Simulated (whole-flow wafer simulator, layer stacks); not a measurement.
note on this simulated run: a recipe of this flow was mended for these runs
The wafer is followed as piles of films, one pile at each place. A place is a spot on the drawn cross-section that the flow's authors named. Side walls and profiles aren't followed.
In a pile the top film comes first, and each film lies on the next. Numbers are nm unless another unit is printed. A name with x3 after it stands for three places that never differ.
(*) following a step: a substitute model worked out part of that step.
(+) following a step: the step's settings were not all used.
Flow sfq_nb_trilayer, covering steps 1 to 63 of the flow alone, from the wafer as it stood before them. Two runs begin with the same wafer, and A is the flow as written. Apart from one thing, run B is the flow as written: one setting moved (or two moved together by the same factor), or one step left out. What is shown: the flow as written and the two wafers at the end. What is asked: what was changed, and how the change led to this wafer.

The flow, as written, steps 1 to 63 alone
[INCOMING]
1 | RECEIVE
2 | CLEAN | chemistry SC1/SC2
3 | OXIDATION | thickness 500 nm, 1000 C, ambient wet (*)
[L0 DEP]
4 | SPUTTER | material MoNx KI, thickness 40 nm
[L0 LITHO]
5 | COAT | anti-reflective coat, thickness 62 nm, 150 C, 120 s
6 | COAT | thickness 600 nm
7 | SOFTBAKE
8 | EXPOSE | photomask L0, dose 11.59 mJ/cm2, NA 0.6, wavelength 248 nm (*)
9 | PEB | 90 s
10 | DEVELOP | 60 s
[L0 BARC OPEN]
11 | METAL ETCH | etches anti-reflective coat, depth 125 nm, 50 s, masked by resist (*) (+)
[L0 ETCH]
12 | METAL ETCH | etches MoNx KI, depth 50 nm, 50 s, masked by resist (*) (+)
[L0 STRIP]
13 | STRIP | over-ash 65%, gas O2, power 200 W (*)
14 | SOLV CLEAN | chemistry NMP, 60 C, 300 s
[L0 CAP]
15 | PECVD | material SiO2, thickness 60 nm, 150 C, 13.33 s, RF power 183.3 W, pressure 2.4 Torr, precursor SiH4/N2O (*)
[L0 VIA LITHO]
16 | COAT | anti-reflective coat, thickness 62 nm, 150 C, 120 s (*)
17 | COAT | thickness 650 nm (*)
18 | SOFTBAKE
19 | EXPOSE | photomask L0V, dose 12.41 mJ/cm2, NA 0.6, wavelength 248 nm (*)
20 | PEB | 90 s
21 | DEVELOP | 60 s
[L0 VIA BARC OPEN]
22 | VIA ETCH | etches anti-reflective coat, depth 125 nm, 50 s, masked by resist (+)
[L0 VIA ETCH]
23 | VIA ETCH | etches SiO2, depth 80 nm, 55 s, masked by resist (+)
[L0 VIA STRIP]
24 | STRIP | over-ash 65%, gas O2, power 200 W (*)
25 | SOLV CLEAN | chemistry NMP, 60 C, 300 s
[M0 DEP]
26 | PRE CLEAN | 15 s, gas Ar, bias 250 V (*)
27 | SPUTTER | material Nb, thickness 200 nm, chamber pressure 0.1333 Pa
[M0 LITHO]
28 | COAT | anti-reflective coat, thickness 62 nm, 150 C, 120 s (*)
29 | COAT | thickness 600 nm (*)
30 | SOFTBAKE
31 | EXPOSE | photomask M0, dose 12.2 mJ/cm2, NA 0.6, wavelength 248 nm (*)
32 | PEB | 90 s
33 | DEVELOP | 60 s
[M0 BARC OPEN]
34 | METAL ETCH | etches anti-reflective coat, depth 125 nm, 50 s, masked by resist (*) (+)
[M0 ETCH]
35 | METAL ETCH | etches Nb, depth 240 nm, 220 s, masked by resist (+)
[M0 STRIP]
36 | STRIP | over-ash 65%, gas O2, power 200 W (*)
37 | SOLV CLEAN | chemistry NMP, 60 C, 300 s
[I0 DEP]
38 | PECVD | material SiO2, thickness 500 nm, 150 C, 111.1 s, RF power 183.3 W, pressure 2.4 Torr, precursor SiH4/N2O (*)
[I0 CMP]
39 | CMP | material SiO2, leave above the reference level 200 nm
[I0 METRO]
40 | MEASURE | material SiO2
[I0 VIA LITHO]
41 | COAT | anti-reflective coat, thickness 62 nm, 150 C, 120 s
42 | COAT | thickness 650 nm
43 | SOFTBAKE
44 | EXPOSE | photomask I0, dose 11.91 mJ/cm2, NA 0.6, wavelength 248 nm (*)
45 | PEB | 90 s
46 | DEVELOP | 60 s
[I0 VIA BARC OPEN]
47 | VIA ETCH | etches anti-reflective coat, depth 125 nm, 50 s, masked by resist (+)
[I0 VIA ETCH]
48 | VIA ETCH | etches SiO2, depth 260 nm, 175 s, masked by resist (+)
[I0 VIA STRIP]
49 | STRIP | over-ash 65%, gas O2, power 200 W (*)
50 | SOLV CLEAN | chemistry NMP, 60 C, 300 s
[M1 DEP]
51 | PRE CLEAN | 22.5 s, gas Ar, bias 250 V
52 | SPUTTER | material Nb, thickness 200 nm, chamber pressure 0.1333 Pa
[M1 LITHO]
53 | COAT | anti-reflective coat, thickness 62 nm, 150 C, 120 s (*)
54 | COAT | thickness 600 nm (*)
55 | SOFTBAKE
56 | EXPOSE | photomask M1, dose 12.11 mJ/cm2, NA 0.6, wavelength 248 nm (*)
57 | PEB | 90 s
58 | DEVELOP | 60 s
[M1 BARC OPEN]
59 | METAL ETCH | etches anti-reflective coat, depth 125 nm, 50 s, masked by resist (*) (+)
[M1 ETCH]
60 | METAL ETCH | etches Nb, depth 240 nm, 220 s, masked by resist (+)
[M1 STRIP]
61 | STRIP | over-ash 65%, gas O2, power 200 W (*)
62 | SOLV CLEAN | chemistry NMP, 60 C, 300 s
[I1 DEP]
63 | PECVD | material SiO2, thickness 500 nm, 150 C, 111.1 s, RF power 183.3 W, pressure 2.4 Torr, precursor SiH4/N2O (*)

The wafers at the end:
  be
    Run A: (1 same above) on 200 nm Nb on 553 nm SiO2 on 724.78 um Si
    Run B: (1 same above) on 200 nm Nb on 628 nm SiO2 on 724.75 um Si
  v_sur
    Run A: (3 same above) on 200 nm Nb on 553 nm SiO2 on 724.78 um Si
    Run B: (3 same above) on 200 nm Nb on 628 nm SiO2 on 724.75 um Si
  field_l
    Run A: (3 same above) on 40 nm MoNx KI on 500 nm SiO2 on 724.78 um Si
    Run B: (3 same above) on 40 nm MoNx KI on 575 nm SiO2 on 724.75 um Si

Cause: step 3, OXIDATION: thickness 575 nm was run, while the flow as written has thickness 500 nm.
The wafer lets one read it off: field_l has SiO2 575, and step 3 as written asks for 500 nm.

The path from the change to this, step by step:
  3 | OXIDATION | thickness 500 nm, 1000 C, ambient wet (*)
      field_l, v_sur, via_wl and 103 more: A +500 SiO2 (new film), -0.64 chemical SiO2 (all of it), -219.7 Si | B +575 SiO2 (new film), -0.64 chemical SiO2 (all of it), -252.7 Si
